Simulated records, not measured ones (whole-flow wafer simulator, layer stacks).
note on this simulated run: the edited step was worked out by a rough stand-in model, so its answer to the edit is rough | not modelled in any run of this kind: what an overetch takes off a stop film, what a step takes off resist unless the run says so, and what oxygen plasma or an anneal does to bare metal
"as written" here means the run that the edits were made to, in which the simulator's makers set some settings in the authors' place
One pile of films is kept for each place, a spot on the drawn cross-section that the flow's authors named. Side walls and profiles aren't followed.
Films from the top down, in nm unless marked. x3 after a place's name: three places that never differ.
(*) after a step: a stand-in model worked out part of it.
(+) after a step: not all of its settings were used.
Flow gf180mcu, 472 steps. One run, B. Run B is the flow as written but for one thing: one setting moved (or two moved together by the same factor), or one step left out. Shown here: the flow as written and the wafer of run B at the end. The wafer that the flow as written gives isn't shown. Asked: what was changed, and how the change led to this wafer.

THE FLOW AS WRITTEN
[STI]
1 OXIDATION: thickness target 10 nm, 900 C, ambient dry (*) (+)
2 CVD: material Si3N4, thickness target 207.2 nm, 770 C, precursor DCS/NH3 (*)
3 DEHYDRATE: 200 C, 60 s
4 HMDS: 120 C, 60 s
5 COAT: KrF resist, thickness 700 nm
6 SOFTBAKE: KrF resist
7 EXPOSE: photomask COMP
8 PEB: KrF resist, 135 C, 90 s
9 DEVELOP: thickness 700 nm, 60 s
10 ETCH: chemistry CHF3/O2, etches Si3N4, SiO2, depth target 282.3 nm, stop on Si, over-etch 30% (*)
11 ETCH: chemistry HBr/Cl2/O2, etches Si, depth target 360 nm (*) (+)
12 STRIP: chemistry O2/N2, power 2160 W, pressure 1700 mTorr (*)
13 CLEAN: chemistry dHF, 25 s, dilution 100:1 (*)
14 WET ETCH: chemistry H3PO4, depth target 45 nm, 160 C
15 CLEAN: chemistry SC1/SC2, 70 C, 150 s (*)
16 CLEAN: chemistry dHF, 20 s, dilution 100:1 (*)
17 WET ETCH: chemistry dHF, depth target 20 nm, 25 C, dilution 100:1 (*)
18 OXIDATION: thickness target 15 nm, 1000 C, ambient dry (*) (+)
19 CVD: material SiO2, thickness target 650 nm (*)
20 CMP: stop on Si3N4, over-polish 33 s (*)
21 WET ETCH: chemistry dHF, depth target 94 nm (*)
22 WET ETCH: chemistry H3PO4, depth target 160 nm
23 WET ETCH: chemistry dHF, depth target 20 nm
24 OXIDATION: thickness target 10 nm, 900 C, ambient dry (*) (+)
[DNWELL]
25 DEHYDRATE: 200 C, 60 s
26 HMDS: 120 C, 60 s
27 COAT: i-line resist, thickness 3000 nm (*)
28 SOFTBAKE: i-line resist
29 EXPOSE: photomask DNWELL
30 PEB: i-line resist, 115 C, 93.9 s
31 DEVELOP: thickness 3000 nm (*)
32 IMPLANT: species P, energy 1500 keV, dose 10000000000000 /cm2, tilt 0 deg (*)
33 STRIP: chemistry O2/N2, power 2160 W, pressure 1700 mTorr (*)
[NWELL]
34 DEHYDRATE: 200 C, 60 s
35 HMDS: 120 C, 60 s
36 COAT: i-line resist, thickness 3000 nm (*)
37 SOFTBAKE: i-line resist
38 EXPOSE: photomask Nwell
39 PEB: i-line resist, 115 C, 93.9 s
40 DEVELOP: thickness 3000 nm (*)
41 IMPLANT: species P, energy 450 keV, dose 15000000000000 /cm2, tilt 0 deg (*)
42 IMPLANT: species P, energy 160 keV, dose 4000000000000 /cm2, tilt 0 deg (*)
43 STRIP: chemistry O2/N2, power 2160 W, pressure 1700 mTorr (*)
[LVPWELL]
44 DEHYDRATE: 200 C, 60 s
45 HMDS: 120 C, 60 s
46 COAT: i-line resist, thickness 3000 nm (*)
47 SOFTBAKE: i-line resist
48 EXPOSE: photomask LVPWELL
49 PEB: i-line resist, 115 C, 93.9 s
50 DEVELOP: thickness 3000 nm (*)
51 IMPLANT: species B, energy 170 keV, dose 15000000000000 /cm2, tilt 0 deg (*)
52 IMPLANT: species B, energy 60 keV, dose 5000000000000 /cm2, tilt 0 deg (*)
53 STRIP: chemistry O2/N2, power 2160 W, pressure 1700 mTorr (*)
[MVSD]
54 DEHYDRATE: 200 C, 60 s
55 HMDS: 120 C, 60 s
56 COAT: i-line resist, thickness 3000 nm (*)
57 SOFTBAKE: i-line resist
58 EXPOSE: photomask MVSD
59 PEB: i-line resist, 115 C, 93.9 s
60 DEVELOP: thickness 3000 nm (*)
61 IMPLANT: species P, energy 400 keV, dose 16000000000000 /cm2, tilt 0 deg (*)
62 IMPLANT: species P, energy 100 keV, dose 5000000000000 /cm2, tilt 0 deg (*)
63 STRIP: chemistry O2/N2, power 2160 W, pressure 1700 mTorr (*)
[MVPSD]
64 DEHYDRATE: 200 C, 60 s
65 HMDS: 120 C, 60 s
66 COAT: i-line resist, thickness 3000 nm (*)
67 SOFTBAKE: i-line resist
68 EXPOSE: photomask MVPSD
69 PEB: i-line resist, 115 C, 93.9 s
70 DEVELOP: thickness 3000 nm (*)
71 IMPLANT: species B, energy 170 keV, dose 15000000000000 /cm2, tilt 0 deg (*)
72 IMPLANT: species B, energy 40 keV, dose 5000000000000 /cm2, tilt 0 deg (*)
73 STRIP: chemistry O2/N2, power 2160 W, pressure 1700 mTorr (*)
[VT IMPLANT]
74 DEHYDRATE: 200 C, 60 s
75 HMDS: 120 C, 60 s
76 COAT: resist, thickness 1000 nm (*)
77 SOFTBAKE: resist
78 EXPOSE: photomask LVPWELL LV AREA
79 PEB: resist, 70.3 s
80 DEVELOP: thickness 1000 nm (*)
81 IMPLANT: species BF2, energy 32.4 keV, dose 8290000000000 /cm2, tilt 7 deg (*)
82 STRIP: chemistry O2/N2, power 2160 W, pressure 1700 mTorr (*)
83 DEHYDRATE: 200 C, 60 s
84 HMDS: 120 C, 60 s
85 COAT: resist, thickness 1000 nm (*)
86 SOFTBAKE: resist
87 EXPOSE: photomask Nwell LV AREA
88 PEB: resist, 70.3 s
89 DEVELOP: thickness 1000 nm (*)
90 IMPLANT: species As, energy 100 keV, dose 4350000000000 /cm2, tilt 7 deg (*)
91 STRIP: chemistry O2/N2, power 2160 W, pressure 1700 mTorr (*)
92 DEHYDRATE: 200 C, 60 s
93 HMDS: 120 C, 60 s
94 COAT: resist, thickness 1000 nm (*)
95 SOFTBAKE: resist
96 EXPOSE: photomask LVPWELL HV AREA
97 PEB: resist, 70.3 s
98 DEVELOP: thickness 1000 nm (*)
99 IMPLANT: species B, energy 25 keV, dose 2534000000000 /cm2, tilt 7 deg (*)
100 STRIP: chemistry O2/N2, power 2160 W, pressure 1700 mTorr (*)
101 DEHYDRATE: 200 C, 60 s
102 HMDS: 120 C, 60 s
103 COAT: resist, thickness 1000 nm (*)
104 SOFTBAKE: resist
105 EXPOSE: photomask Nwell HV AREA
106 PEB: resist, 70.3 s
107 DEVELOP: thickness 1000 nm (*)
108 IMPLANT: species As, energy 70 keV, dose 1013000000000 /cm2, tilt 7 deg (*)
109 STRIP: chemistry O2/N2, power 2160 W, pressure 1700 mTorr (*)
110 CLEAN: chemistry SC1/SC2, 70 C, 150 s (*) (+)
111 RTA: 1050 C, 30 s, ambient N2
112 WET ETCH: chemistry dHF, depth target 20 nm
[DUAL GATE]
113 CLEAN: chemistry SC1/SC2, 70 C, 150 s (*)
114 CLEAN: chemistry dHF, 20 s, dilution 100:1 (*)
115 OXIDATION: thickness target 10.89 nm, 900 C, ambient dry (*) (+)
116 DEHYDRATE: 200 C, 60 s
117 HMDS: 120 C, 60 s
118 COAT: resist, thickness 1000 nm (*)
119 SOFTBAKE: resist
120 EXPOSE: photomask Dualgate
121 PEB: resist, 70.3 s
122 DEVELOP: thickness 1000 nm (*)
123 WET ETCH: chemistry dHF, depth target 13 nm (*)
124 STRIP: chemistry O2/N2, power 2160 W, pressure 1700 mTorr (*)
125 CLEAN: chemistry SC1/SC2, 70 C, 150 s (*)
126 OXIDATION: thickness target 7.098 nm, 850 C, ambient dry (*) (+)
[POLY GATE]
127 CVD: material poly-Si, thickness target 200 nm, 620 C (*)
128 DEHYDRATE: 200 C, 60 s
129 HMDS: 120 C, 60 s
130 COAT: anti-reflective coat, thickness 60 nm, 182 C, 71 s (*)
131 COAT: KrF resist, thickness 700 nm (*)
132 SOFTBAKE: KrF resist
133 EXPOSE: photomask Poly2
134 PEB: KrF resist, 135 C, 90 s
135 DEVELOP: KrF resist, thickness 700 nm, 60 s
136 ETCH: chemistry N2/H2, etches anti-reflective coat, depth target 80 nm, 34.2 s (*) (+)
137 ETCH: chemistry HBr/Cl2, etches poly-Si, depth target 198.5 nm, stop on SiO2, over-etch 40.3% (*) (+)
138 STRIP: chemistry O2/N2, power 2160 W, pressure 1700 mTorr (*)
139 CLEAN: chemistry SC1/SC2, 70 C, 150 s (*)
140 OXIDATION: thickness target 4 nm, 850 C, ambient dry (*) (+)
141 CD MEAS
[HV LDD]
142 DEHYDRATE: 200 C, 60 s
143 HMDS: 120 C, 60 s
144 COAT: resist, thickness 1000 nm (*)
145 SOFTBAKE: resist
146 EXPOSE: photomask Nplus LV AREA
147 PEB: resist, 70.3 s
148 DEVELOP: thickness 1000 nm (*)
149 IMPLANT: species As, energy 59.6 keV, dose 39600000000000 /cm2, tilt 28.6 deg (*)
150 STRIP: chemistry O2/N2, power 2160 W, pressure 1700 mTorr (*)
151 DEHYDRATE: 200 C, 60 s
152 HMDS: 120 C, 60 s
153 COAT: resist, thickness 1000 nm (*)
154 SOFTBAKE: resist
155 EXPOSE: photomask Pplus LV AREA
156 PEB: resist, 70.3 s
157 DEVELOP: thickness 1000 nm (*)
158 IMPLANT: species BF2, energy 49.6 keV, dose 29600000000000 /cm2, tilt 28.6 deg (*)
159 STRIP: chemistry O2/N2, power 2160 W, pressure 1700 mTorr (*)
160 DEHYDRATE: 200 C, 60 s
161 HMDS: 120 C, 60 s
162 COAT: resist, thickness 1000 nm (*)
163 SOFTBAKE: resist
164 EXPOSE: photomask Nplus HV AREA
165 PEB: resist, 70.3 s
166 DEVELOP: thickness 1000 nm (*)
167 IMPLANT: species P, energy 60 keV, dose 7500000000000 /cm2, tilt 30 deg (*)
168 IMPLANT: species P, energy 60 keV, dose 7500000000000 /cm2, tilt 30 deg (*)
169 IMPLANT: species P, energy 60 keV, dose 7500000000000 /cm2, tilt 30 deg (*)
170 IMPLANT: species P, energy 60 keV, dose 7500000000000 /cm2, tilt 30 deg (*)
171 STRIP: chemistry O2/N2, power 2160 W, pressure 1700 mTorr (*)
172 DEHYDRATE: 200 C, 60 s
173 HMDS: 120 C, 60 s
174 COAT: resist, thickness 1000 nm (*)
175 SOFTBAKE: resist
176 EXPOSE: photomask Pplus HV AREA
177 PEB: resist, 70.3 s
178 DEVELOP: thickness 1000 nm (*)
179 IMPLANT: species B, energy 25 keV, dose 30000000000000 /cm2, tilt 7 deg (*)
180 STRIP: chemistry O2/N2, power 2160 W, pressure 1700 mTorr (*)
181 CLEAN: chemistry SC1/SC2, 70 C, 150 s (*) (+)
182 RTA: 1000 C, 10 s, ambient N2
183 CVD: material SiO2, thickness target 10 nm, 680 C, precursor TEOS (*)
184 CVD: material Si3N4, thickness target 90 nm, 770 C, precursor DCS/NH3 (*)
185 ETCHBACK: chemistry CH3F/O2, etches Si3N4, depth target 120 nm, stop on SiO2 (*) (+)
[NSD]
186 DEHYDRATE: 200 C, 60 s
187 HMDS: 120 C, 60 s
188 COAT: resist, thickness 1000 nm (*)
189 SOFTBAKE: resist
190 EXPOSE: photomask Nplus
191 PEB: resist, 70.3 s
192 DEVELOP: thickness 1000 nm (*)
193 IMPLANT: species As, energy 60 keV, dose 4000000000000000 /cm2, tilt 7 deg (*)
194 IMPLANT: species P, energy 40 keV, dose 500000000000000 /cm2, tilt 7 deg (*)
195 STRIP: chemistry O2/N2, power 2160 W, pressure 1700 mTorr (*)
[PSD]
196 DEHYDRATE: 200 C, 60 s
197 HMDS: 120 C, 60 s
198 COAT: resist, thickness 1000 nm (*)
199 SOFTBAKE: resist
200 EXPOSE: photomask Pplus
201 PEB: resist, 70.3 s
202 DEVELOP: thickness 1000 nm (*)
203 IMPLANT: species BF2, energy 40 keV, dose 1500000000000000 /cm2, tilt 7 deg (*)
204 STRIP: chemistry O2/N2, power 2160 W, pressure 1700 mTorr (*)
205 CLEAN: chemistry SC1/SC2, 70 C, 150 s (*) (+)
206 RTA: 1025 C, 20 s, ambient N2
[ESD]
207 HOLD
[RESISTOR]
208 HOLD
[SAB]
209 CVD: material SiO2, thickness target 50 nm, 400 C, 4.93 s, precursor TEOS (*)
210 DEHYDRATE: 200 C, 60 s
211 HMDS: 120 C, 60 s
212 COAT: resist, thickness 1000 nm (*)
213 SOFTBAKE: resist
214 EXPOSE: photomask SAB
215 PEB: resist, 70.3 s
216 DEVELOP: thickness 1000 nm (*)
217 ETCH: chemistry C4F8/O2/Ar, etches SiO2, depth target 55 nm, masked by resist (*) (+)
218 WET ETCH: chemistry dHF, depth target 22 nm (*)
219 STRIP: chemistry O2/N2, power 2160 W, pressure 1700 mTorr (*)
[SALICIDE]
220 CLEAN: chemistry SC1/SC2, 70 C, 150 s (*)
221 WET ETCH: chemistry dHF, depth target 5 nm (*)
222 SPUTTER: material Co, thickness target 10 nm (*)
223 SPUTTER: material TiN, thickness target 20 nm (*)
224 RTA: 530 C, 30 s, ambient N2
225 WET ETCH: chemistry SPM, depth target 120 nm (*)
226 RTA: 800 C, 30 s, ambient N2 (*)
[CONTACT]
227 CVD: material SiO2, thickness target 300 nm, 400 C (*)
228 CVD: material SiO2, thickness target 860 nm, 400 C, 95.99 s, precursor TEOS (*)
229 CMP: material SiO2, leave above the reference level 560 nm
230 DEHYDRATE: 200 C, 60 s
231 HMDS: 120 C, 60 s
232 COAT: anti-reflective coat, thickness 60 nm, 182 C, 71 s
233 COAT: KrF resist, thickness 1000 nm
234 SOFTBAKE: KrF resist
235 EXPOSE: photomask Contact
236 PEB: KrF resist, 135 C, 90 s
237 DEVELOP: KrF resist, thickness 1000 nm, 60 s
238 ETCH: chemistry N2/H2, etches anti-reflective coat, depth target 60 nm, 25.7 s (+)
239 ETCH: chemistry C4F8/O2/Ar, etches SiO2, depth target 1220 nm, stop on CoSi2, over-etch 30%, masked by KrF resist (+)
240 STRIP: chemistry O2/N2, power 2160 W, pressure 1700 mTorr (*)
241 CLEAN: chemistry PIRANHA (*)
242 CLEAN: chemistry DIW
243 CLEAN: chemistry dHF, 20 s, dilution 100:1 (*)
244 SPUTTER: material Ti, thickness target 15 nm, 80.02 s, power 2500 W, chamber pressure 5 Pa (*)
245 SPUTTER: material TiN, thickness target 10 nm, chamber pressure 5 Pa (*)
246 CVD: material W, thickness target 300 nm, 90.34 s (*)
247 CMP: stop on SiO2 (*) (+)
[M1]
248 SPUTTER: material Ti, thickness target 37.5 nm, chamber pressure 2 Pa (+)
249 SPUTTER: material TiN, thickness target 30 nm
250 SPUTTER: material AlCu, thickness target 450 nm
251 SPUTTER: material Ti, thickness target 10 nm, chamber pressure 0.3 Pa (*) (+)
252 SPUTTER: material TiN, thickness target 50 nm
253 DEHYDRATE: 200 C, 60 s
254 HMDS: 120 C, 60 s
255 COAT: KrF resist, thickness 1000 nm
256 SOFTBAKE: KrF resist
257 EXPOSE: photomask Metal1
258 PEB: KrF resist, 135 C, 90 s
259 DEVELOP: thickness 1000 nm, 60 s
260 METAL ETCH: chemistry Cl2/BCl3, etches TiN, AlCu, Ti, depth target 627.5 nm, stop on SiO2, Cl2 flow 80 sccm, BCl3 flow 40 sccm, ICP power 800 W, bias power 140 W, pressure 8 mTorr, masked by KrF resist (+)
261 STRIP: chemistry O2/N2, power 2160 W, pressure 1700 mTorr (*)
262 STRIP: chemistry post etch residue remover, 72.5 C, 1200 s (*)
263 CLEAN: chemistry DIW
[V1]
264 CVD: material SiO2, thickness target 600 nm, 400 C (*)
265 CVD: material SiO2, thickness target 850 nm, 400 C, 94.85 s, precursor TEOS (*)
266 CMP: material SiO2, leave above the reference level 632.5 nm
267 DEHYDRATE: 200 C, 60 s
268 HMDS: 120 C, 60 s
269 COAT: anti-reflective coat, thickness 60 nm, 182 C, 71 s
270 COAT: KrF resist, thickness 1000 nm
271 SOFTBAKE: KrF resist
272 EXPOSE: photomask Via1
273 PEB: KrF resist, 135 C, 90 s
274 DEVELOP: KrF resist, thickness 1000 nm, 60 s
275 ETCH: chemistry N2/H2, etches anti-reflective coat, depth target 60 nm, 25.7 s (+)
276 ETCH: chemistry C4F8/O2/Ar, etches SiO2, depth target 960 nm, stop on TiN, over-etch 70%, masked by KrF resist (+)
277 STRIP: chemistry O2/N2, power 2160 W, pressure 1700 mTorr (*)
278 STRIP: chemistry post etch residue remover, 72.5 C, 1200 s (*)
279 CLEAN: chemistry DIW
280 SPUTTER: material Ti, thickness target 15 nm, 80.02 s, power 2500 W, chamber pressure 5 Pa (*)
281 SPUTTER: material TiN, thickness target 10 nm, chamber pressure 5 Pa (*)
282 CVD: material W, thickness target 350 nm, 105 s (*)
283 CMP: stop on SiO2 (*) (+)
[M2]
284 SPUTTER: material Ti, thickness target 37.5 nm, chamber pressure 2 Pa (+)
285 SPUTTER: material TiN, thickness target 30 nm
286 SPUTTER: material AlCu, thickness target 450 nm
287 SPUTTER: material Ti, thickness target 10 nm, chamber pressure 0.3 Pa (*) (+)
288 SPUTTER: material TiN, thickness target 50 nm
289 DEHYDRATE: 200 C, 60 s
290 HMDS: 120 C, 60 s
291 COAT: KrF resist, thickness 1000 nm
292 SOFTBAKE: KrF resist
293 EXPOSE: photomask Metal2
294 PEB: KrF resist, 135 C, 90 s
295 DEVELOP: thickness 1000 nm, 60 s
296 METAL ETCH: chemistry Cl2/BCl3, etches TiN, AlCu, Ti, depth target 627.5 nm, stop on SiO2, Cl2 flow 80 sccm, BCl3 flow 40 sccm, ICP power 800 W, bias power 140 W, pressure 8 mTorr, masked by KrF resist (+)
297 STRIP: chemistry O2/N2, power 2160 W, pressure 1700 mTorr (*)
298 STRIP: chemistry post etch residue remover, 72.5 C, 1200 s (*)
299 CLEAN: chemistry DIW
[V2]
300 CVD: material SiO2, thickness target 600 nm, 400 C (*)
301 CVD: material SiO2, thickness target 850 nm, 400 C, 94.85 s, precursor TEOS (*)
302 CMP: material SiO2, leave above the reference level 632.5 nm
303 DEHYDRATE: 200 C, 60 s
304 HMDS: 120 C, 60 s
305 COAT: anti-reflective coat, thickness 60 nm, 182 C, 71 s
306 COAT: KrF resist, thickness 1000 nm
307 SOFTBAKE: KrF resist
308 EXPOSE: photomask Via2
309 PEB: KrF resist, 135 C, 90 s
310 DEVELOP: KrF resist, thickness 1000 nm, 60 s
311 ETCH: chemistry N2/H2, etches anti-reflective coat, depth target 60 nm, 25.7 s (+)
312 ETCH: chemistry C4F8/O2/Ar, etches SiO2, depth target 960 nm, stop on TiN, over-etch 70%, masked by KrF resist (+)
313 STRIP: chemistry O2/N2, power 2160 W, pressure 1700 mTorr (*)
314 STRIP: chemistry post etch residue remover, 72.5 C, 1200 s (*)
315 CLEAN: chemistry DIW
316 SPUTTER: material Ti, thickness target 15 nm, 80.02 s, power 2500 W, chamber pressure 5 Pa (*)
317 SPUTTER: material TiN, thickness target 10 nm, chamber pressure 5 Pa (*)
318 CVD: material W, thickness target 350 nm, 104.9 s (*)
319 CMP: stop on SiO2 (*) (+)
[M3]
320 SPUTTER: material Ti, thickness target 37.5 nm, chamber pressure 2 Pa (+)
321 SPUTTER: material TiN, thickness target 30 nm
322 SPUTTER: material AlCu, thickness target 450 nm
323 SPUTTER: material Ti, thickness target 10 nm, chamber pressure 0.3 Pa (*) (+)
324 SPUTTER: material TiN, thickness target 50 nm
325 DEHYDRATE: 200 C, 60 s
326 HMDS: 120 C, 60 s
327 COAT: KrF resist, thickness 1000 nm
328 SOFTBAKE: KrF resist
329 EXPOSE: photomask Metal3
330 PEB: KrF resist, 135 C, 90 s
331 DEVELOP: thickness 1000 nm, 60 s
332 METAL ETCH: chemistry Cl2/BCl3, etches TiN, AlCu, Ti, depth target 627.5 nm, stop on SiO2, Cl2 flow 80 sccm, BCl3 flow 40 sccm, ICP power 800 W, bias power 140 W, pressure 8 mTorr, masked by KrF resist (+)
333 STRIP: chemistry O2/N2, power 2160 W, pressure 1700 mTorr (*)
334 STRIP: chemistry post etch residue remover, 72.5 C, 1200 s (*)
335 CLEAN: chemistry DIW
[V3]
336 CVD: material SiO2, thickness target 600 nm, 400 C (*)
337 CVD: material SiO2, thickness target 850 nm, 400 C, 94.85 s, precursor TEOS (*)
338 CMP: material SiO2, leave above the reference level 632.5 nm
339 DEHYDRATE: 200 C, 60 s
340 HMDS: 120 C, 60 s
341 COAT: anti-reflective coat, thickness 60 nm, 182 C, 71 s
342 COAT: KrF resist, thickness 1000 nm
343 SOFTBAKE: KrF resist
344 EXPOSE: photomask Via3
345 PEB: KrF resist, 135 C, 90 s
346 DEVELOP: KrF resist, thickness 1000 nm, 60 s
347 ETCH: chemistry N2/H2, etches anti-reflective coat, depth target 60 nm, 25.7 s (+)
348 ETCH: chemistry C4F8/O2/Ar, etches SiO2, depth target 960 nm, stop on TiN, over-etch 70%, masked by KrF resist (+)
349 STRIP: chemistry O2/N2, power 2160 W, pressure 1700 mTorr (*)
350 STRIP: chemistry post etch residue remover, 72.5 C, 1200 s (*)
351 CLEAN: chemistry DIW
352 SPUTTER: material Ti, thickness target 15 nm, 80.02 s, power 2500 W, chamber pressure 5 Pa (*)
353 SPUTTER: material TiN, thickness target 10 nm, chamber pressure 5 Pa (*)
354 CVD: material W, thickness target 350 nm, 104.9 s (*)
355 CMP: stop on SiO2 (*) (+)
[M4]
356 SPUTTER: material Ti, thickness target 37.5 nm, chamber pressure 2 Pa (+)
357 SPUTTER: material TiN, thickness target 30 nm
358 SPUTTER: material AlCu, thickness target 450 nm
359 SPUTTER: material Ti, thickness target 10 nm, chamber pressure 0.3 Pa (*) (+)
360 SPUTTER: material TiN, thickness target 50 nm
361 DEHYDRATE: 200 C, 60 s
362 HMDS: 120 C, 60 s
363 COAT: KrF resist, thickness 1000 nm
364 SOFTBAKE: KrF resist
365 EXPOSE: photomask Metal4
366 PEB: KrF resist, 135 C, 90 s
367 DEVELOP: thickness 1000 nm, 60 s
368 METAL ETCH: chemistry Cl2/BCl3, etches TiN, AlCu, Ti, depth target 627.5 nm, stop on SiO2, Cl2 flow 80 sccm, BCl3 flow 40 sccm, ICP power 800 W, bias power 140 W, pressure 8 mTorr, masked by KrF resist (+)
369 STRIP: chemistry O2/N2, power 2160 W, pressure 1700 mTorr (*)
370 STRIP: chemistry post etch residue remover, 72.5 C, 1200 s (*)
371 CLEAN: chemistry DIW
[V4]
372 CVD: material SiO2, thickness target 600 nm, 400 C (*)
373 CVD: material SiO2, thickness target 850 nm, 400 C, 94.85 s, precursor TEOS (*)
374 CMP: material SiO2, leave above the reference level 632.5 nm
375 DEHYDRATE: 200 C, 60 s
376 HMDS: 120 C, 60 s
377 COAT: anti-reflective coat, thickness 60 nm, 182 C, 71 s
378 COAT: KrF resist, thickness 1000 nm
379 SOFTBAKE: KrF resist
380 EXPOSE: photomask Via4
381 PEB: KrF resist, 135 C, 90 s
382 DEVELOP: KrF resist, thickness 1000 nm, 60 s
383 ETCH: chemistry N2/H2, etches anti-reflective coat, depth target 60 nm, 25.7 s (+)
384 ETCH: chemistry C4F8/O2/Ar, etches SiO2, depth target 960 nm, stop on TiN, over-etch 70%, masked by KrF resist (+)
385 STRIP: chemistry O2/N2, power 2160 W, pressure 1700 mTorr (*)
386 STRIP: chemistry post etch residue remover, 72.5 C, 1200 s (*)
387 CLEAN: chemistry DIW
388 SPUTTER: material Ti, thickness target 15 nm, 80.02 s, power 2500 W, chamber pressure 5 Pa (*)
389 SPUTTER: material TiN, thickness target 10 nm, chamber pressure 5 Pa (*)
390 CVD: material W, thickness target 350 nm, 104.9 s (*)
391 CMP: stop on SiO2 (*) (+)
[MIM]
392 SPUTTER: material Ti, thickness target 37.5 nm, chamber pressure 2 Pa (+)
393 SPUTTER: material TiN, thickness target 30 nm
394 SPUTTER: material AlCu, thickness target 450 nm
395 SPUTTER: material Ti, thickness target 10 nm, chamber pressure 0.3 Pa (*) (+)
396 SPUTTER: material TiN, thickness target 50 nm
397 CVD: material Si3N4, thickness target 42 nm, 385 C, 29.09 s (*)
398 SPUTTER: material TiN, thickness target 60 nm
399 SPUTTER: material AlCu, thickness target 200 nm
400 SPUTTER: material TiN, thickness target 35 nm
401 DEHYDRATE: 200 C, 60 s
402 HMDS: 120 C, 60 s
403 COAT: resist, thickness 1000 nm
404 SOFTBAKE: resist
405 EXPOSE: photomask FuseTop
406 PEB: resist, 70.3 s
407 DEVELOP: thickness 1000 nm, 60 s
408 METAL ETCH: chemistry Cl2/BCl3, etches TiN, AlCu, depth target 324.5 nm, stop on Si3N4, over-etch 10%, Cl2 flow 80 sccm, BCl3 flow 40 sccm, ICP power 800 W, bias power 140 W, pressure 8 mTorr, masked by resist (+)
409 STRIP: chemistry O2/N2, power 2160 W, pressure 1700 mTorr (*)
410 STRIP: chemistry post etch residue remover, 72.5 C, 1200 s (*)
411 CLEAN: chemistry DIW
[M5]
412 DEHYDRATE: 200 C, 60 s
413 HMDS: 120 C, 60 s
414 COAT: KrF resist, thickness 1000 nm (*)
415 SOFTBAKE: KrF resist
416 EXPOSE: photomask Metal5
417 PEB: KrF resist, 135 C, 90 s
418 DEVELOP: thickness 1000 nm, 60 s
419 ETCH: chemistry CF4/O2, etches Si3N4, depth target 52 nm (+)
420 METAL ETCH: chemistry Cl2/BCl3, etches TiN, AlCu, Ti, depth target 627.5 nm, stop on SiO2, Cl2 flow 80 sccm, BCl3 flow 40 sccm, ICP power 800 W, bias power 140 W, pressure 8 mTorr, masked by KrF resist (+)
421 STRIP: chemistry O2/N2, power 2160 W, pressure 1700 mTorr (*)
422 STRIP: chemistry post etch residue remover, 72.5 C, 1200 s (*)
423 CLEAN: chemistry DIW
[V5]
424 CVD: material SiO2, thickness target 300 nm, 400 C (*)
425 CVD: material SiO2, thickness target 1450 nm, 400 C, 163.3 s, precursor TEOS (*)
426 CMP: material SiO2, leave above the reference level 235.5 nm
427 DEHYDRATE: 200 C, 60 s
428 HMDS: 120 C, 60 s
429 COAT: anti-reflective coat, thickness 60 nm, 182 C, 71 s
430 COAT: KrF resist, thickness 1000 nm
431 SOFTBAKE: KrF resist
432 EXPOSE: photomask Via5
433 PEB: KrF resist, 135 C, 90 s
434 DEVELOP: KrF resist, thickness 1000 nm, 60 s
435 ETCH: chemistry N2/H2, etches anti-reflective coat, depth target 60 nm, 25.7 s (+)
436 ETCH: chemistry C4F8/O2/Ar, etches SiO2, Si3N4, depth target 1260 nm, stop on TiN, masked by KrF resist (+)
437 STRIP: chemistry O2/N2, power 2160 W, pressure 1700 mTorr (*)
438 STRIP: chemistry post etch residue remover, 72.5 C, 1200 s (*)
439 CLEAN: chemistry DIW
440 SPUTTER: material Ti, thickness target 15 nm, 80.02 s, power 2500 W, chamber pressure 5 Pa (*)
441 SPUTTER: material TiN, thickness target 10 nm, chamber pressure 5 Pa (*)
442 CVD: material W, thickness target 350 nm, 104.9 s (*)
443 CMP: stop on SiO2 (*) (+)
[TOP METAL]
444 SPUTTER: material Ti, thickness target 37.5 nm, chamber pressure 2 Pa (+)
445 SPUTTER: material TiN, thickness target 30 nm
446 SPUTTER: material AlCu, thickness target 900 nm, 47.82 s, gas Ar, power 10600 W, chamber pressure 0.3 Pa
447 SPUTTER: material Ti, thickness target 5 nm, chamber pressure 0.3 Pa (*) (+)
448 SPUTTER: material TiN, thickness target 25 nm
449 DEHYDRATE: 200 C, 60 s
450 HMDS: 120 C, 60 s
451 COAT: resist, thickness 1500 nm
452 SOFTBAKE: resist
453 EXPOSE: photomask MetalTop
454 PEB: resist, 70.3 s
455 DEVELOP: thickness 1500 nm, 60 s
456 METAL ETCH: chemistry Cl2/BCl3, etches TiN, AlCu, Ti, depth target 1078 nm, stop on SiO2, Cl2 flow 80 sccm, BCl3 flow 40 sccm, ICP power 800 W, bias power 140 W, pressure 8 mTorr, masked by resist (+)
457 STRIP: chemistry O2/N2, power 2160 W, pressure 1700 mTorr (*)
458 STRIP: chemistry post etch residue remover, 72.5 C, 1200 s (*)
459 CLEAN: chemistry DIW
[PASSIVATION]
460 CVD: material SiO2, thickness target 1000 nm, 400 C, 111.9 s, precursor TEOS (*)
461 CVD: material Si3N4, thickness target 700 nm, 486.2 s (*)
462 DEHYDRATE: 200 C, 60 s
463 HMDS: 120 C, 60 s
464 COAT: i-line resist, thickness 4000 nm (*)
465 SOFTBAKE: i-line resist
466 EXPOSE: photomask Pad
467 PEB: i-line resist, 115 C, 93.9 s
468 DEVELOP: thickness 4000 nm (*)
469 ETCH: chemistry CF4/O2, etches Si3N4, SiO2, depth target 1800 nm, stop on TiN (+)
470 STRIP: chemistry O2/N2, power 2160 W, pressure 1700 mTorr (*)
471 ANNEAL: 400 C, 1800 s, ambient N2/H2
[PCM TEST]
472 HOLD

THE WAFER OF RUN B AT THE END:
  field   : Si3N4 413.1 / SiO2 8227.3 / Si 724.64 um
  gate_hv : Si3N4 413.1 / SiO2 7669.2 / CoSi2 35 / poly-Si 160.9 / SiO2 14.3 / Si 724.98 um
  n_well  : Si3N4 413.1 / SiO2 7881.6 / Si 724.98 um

The cause: step 461, CVD: thickness target 413 nm was run, where the flow has thickness target 700 nm; step 461, CVD: 286.8 s was run, where the flow has 486.2 s.

How the change led to this, step by step:
  461 CVD: material Si3N4, thickness target 700 nm, 486.2 s (*)
      field, field__w1, field__w2 and 109 more: Si3N4 +413.1 (new film) (as written it would be: Si3N4 +700 (new film))
  465 SOFTBAKE: i-line resist
      ld_acc_p, ld_fp_p, ld_drift_p: i-line resist +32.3 (as written it would be: i-line resist +33.8)
      field__w11, field__w13: i-line resist +36.2 (as written it would be: i-line resist +37.6)
      (and at 51 more places)
  469 ETCH: chemistry CF4/O2, etches Si3N4, SiO2, depth target 1800 nm, stop on TiN (+)
      pad: Si3N4 -413.1 (all of it), SiO2 -1000 (all of it) (as written it would be: Si3N4 -700 (all of it), SiO2 -1000 (all of it))
